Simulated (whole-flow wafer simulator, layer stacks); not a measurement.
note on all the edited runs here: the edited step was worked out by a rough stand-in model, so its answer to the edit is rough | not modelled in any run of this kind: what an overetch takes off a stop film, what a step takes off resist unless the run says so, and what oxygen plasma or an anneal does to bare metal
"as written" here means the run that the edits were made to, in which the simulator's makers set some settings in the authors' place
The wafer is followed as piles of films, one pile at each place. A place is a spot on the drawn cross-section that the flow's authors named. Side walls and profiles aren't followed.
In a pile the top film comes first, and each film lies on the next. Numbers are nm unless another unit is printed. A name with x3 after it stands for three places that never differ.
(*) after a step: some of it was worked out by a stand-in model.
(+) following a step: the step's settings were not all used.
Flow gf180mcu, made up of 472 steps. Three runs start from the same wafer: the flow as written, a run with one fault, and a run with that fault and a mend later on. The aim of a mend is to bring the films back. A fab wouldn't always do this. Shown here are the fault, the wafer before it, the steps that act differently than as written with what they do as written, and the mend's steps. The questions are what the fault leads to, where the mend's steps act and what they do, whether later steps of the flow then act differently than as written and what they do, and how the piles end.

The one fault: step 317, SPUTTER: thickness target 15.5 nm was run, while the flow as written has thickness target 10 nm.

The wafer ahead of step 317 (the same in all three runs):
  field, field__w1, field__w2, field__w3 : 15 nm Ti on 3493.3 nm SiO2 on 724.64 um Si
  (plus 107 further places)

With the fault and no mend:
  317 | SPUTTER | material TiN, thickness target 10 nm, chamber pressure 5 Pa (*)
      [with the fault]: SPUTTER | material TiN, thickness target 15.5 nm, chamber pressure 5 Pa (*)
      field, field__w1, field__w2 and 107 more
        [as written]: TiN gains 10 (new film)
        [with the fault]: TiN gains 15.5 (new film)
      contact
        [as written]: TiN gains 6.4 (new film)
        [with the fault]: TiN gains 9.91 (new film)
  Later steps of the flow acting differently than as written (1 other step is not shown; it differs only slightly, by no more than 2% or 0.5 nm, whichever is larger):
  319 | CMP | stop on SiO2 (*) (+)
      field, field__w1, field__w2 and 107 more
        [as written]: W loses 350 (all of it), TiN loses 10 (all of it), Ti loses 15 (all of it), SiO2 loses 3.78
        [with the fault]: W loses 350 (all of it), TiN loses 15.5 (all of it), Ti loses 15 (all of it), SiO2 loses 3.84
  At contact, the piles at the end differ from the flow's by more than 2% or 0.5 nm, whichever is larger.
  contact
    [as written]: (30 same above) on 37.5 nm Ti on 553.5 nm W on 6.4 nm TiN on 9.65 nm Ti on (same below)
    [with the fault]: (30 same above) on 37.5 nm Ti on 549.9 nm W on 9.91 nm TiN on 9.65 nm Ti on (same below)

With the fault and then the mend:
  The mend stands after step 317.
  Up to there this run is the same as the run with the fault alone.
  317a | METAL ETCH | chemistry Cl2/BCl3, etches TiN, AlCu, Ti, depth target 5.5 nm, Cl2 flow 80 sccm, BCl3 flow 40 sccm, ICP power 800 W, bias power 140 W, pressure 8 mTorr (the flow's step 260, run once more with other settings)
      field, field__w1, field__w2 and 108 more
        TiN loses 5.5
  Later steps of the flow that are run all act as written at every place that is followed, up to a difference of at most 2% or 0.5 nm, whichever is larger.
  At contact, the piles at the end differ from the flow's by more than 2% or 0.5 nm, whichever is larger.
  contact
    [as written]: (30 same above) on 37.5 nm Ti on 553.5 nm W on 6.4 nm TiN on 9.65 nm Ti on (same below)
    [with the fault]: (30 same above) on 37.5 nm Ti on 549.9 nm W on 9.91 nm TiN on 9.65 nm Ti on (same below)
    [with the mend]: (30 same above) on 37.5 nm Ti on 555.5 nm W on 4.41 nm TiN on 9.65 nm Ti on (same below)
